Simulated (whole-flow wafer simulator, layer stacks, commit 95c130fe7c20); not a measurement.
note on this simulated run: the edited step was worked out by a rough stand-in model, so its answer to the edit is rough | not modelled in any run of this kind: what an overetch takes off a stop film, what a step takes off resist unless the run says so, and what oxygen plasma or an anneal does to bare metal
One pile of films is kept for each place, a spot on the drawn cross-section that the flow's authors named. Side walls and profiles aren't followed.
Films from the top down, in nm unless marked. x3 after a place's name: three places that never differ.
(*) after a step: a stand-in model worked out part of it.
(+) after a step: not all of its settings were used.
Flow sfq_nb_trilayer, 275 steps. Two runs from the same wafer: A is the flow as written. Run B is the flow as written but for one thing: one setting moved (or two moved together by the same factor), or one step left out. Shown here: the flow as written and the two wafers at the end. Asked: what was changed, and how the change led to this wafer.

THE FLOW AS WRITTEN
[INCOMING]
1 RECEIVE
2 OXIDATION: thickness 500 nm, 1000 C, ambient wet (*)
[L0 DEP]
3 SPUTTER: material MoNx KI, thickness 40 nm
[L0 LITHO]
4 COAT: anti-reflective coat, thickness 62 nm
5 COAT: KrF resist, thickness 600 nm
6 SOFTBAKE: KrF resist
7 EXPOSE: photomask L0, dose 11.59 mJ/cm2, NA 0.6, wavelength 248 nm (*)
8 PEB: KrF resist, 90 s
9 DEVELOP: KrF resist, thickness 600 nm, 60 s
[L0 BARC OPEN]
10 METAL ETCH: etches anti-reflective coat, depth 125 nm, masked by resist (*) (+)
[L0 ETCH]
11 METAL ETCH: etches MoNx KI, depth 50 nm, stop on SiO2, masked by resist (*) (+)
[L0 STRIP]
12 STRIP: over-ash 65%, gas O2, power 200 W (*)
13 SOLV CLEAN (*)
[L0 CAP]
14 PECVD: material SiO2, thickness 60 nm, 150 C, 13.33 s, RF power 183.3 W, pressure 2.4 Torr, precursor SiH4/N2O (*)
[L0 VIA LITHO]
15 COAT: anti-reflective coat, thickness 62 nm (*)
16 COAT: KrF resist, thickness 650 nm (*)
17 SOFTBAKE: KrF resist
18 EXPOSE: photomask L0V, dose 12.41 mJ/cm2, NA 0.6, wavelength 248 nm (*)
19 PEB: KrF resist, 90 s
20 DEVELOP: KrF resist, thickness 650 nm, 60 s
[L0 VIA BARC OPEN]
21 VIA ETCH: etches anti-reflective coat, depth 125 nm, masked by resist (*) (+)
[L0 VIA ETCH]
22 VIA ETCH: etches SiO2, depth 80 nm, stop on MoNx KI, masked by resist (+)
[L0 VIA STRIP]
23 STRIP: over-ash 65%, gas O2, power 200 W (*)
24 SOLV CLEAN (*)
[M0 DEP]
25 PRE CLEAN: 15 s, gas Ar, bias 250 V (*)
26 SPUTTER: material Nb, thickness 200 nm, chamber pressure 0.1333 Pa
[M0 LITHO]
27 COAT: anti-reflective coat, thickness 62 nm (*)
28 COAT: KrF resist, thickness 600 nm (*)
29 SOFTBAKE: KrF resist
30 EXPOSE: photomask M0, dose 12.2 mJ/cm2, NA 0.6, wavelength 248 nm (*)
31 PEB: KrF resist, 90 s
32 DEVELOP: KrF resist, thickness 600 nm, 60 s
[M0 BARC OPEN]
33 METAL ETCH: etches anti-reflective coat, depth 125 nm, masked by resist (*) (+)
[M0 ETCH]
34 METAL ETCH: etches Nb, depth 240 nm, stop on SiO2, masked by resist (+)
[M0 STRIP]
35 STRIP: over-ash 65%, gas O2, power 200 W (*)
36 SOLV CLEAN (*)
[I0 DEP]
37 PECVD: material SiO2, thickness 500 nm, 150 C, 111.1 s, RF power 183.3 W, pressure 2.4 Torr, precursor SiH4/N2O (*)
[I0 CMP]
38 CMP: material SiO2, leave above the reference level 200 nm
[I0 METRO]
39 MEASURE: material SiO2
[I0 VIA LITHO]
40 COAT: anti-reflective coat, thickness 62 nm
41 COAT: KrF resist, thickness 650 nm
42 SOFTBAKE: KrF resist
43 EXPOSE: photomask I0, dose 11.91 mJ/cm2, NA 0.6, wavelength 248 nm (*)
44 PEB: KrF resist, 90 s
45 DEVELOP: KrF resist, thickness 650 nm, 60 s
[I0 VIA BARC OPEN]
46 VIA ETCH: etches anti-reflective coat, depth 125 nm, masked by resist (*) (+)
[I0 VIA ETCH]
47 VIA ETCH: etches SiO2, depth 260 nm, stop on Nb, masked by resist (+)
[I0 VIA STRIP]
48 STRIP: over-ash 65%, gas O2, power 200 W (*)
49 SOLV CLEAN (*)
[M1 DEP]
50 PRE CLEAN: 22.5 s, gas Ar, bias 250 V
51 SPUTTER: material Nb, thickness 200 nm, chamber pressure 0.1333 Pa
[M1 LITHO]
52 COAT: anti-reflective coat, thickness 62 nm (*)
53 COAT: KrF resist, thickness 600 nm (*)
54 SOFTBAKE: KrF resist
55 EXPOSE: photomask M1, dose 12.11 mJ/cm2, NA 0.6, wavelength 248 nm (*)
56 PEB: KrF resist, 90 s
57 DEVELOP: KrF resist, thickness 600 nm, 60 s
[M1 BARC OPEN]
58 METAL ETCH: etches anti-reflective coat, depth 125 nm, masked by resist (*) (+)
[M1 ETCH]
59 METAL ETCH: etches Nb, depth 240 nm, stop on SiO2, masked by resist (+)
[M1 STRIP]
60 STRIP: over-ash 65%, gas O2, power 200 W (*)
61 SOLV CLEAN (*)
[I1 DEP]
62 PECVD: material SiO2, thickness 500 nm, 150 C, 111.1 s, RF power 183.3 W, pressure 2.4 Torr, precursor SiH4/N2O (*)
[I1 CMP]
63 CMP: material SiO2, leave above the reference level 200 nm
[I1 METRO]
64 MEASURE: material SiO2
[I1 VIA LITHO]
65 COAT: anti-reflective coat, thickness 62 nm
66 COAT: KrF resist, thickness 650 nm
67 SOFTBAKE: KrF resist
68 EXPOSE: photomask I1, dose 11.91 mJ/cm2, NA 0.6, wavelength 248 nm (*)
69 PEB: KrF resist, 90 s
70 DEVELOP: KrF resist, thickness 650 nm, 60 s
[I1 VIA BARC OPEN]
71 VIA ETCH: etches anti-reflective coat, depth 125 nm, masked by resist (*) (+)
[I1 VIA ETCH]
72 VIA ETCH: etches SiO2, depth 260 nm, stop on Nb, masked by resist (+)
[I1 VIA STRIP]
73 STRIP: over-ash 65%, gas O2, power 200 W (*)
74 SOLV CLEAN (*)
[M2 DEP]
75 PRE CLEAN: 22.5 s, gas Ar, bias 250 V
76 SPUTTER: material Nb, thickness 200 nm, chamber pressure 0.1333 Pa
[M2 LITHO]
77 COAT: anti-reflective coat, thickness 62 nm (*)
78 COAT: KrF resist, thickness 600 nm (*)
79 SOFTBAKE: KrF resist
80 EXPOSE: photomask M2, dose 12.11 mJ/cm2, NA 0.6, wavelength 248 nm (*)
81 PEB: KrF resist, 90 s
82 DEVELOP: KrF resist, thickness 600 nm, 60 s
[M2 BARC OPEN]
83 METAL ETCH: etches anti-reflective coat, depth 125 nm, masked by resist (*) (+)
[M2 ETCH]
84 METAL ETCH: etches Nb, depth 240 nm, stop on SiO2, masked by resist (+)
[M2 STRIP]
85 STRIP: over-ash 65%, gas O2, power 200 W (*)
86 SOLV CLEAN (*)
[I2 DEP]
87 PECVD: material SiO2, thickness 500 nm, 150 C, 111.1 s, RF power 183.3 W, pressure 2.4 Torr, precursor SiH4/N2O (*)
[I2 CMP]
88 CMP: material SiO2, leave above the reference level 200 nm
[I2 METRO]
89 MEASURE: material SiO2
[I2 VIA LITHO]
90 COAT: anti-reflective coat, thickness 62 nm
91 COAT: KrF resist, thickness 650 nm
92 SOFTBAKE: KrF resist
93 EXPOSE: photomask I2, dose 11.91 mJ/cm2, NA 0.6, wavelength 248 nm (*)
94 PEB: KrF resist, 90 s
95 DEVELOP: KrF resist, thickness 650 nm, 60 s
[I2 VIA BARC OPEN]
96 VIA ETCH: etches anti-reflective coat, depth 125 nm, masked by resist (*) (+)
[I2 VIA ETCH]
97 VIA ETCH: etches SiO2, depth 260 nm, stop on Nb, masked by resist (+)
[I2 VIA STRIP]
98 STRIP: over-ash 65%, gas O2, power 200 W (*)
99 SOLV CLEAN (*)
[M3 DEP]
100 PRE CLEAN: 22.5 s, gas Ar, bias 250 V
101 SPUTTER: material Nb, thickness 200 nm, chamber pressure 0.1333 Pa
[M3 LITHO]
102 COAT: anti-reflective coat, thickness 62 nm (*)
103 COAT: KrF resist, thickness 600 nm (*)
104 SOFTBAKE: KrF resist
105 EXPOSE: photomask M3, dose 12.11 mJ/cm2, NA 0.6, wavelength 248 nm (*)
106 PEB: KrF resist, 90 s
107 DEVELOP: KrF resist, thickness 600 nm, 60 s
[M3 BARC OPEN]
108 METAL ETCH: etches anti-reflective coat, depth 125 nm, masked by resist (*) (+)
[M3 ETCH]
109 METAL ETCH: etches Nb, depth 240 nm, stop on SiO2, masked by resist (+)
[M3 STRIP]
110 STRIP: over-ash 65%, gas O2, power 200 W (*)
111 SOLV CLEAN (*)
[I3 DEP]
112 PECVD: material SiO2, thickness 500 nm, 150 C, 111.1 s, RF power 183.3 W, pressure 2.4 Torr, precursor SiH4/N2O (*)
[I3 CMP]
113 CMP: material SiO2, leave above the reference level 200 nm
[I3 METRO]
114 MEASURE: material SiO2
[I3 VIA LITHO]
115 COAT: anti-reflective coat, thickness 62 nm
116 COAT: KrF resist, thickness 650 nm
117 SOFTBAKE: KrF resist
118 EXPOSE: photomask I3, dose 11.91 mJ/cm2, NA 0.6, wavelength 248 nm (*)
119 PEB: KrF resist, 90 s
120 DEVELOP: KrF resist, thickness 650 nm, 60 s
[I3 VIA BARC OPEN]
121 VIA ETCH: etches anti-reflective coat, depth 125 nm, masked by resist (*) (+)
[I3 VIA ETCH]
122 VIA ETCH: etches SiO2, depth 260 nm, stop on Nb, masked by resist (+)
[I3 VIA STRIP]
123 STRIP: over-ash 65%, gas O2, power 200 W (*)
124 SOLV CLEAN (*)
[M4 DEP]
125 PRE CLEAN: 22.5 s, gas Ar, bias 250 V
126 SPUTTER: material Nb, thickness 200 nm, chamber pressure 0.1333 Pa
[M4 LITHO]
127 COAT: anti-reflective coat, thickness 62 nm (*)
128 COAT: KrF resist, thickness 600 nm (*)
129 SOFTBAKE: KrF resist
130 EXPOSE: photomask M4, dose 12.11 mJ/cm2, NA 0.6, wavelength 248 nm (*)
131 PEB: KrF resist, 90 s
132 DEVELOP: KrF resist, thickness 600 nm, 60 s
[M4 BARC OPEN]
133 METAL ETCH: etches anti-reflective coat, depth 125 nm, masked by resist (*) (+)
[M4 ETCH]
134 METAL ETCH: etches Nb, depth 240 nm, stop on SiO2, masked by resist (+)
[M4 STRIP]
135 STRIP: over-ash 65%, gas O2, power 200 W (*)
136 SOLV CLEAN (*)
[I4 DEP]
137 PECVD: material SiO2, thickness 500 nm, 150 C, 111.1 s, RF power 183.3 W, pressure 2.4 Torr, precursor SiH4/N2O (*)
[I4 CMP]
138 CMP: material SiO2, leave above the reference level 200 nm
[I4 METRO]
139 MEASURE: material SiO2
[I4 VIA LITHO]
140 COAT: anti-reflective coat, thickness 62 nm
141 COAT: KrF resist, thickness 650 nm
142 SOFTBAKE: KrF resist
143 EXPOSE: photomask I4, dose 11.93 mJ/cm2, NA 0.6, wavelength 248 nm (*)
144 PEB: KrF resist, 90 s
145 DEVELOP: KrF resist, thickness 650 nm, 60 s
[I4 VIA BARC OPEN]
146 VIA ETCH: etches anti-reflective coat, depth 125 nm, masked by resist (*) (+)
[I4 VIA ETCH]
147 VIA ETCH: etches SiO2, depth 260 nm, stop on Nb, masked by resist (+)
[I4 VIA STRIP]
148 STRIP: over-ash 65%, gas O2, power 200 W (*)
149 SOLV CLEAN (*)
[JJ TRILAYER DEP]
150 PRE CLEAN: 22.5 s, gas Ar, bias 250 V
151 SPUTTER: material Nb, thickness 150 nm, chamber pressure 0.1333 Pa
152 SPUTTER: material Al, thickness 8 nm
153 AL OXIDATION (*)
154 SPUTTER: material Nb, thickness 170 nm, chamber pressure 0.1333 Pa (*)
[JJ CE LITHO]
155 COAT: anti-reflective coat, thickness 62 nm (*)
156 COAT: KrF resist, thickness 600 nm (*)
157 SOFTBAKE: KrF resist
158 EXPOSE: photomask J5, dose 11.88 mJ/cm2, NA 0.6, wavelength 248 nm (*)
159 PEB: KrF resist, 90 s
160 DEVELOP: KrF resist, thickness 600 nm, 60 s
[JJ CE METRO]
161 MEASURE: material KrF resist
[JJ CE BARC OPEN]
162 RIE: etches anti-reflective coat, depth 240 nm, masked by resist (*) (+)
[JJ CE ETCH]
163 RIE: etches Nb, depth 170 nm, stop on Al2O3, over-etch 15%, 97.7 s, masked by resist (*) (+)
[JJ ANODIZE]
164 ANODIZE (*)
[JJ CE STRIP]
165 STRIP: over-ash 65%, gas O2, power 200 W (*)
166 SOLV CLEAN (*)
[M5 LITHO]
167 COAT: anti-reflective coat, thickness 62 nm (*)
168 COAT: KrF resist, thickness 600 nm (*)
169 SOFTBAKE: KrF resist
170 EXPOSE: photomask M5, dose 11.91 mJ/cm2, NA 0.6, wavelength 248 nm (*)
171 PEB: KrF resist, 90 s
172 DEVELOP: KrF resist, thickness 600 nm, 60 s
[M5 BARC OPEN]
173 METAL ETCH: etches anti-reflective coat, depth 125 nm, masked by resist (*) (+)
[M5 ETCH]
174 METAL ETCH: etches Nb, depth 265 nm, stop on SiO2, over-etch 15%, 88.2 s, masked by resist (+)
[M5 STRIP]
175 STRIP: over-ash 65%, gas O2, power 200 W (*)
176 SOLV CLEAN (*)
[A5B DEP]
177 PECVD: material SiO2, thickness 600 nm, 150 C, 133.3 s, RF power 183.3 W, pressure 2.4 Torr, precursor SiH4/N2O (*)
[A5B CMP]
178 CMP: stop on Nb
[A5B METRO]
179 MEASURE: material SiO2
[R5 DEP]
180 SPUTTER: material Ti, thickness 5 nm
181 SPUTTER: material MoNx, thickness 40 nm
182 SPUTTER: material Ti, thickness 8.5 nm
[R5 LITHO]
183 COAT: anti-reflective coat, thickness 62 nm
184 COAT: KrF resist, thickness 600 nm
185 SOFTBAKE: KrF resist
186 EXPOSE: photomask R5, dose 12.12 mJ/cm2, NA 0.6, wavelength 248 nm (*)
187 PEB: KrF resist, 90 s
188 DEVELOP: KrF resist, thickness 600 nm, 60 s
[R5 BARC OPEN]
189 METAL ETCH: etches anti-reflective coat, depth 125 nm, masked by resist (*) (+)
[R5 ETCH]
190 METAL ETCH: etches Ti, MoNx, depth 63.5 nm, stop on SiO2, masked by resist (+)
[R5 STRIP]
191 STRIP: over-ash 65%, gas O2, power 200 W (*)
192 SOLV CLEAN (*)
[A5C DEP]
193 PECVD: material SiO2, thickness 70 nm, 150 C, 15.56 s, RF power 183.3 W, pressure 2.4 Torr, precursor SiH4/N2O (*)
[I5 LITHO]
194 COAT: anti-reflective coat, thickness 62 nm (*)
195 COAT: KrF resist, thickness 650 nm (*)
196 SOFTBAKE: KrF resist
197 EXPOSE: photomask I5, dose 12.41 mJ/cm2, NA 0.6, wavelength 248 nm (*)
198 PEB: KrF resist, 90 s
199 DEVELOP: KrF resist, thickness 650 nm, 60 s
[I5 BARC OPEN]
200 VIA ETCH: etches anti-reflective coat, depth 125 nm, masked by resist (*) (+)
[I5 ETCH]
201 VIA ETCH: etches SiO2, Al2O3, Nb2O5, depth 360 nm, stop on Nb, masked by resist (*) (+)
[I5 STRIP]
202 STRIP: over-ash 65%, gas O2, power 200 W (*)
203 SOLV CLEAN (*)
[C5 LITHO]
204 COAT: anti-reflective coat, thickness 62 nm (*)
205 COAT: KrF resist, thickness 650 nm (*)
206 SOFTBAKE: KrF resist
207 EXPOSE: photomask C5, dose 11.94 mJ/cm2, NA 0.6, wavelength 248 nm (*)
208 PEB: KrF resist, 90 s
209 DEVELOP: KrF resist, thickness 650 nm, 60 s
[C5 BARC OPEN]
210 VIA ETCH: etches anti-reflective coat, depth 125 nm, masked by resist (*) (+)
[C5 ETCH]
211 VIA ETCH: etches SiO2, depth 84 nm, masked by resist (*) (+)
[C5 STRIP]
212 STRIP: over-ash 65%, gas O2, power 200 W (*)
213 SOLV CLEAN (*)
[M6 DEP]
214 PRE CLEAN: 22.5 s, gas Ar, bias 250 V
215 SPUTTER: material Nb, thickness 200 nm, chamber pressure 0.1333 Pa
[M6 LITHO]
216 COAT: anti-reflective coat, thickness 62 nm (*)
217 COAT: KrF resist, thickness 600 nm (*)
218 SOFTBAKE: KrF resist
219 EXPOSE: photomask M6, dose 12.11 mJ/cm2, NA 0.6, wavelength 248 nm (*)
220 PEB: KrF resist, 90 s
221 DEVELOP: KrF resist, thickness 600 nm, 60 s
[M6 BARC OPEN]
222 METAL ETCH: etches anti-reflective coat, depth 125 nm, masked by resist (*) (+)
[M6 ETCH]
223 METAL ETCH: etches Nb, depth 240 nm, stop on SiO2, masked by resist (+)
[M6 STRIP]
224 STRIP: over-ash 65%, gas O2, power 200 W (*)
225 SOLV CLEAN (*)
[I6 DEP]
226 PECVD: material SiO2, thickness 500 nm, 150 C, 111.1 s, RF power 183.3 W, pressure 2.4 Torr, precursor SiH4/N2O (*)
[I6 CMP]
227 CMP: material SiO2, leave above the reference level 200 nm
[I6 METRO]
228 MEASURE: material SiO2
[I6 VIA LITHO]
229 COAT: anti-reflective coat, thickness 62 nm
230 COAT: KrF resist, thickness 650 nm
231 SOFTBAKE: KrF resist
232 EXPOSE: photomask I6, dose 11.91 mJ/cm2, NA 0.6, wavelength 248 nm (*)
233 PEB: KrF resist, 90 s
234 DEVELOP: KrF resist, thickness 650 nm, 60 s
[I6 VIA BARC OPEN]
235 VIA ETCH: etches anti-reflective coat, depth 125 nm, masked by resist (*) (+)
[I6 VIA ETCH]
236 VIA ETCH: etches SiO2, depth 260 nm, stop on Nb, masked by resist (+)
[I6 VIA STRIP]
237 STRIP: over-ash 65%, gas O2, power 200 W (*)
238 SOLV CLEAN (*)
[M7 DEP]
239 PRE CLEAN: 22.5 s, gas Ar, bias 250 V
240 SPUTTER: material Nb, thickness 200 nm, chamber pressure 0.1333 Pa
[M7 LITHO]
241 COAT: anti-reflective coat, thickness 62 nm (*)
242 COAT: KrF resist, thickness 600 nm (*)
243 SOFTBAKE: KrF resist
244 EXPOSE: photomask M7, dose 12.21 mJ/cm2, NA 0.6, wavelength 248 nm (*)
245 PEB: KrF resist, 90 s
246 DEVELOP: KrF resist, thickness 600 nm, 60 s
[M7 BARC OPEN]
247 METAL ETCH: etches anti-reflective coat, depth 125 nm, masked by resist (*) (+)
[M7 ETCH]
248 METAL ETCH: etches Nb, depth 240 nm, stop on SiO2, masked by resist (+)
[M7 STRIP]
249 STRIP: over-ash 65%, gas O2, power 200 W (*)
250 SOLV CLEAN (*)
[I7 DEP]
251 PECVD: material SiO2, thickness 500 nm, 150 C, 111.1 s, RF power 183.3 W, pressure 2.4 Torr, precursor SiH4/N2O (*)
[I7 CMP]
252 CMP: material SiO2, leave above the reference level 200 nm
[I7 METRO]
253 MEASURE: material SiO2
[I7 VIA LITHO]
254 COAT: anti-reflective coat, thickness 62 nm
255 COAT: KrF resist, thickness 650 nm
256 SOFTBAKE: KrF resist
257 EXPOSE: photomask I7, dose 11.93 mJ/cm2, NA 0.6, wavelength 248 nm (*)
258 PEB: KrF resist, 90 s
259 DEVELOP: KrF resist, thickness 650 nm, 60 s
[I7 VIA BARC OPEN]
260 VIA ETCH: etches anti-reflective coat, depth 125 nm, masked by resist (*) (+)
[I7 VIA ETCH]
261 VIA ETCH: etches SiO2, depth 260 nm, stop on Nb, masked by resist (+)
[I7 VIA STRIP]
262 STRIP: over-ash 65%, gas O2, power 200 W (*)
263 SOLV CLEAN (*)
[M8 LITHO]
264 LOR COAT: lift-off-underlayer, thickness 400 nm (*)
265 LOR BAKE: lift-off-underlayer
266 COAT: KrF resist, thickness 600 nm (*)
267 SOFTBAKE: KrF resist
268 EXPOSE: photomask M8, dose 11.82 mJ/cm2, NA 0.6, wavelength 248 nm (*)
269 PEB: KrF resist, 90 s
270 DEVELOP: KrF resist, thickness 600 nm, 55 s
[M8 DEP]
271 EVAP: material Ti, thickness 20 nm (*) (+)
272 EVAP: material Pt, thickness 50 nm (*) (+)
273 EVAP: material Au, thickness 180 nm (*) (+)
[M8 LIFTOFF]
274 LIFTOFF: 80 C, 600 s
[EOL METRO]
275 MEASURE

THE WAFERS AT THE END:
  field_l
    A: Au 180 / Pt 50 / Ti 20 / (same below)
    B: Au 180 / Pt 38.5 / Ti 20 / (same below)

The cause: step 272, EVAP: thickness 38.5 nm was run, where the flow has thickness 50 nm.
It can be read off the wafer: field_l has Pt 38.5, and step 272 as written asks for 50 nm.

How the change led to this, step by step:
  272 EVAP: material Pt, thickness 50 nm (*) (+)
      field_l, v_sur, via_wl and 103 more: A Pt +50 (new film) | B Pt +38.5 (new film)
  274 LIFTOFF: 80 C, 600 s
      p4_fl x3, p4_w1 x3, p4_g1 x2 and 66 more: A Au -180 (all of it), Pt -50 (all of it), Ti -20 (all of it), KrF resist -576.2 (all of it), lift-off-underlayer -400 (all of it) | B Au -180 (all of it), Pt -38.5 (all of it), Ti -20 (all of it), KrF resist -576.2 (all of it), lift-off-underlayer -400 (all of it)
      c5j, ce_r: A Au -180 (all of it), Pt -50 (all of it), Ti -20 (all of it), KrF resist -573.3 (all of it), lift-off-underlayer -399.3 (all of it) | B Au -180 (all of it), Pt -38.5 (all of it), Ti -20 (all of it), KrF resist -573.3 (all of it), lift-off-underlayer -399.3 (all of it)
      (and at 19 more places)
